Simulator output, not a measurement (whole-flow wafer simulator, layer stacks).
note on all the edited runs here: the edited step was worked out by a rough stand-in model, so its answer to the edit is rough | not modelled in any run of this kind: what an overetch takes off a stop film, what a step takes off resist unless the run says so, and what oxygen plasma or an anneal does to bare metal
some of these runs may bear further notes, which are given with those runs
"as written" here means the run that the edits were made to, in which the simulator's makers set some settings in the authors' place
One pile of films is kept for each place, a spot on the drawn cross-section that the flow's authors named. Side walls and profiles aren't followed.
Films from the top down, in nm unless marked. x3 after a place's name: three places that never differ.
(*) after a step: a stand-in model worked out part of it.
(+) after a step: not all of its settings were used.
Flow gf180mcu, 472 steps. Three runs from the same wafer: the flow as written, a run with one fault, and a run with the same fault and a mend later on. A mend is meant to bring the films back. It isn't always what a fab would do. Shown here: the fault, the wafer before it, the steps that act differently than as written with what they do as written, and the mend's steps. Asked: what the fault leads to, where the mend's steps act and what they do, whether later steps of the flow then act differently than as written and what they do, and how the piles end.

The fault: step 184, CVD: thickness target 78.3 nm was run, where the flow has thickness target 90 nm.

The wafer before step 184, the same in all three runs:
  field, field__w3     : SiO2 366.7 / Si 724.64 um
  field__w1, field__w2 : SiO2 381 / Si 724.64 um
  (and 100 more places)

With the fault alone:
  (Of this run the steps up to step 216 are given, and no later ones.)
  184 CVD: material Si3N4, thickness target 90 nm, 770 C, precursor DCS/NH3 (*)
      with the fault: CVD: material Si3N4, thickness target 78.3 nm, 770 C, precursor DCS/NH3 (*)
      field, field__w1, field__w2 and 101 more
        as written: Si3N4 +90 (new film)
        with the fault: Si3N4 +78.3 (new film)
  Later steps of the flow that act differently than as written (12 more steps differ only slightly, by at most 2% or 0.5 nm, whichever is larger, and aren't shown):
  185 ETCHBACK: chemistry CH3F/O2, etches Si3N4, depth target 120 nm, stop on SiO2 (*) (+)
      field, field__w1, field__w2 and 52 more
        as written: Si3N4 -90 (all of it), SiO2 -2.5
        with the fault: Si3N4 -78.3 (all of it), SiO2 -3.48
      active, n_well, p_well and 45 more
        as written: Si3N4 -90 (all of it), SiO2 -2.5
        with the fault: Si3N4 -78.3 (all of it), SiO2 -3.47
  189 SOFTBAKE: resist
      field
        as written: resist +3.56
        with the fault: resist -0.35
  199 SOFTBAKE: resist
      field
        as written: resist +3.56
        with the fault: resist -0.35
  After step 216 the piles differ from the flow's by more than 2% or 0.5 nm, whichever is larger, at spacer.
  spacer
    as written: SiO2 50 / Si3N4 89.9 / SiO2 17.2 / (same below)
    with the fault: SiO2 50 / Si3N4 78.2 / SiO2 17.2 / (same below)

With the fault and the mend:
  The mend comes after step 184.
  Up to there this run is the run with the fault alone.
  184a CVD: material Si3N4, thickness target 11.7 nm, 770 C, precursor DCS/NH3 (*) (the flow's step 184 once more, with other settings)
      field, field__w1, field__w2 and 101 more
        Si3N4 +11.7
  No later step of the flow acts differently than as written, at any place that is followed, by more than 2% or 0.5 nm, whichever is larger.
  At the end the piles are the same as the flow's at every place that both follow.
